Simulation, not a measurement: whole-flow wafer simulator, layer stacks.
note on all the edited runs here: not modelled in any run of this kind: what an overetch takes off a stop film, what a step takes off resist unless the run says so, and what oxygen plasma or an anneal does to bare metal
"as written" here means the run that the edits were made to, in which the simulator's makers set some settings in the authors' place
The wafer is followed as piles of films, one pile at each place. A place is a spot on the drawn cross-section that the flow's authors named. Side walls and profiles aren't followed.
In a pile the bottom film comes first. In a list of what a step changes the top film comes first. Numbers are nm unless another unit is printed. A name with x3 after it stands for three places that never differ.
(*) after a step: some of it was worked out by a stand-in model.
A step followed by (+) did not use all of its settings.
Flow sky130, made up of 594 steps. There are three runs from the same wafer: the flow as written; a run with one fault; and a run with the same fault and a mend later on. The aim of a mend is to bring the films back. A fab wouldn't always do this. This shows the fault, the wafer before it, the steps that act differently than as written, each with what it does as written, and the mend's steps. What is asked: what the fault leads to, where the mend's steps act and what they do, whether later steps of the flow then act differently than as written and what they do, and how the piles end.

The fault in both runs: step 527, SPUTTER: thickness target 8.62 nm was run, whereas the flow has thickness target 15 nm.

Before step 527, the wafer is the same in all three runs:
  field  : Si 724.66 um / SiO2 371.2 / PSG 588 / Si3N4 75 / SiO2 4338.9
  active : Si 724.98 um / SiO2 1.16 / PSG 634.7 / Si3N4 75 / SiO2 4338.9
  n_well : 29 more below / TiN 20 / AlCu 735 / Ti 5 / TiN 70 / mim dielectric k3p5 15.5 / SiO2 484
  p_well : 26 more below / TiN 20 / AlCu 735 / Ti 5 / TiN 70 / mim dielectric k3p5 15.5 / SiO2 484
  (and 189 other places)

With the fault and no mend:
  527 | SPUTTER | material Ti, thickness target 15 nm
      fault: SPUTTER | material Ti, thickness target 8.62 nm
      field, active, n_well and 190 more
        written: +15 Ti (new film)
        fault: +8.62 Ti (new film)
  Steps further on in the flow that do not act as written (19 other steps are not shown; they differ only slightly, by no more than 2% or 0.5 nm, whichever is larger):
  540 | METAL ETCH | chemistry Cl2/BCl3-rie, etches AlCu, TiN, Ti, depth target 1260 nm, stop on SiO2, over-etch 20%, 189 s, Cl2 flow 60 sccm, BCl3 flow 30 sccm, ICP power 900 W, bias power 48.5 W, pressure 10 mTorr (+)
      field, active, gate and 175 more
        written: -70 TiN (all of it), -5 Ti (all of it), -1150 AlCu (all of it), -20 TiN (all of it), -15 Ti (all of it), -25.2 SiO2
        fault: -70 TiN (all of it), -5 Ti (all of it), -1150 AlCu (all of it), -20 TiN (all of it), -8.62 Ti (all of it), -25.8 SiO2
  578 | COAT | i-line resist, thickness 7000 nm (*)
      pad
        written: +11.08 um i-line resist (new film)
        fault: +11.09 um i-line resist (new film)
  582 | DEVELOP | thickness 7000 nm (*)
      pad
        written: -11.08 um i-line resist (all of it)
        fault: -11.09 um i-line resist (all of it)
  The piles end different from the flow's at n_well, p_well, sd_n and 12 more by more than 2% or 0.5 nm, whichever is larger.
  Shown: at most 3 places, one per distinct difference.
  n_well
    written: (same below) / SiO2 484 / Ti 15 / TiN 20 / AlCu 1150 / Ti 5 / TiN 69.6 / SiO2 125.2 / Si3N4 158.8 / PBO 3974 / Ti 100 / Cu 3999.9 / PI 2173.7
    fault: (same below) / SiO2 484 / Ti 8.62 / TiN 20 / AlCu 1150 / Ti 5 / TiN 69.6 / SiO2 125.2 / Si3N4 158.8 / PBO 3978.6 / Ti 100 / Cu 3999.9 / PI 2174.4
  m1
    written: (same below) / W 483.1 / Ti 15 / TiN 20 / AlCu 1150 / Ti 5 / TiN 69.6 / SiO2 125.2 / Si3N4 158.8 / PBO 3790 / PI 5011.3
    fault: (same below) / W 483.1 / Ti 8.62 / TiN 20 / AlCu 1150 / Ti 5 / TiN 69.6 / SiO2 125.2 / Si3N4 158.8 / PBO 3795.3 / PI 5011.6
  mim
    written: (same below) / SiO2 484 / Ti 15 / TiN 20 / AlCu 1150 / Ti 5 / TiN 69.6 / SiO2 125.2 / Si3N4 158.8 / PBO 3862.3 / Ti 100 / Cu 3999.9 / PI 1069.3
    fault: (same below) / SiO2 484 / Ti 8.62 / TiN 20 / AlCu 1150 / Ti 5 / TiN 69.6 / SiO2 125.2 / Si3N4 158.8 / PBO 3867.2 / Ti 100 / Cu 3999.9 / PI 1069.9

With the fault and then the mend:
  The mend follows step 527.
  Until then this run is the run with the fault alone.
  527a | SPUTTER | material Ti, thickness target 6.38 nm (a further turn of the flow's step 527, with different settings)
      field, active, n_well and 190 more
        +6.38 Ti
  None of the later steps of the flow acts differently than as written at any place that is followed.
  At every place that both follow, the piles at the end match the flow's.
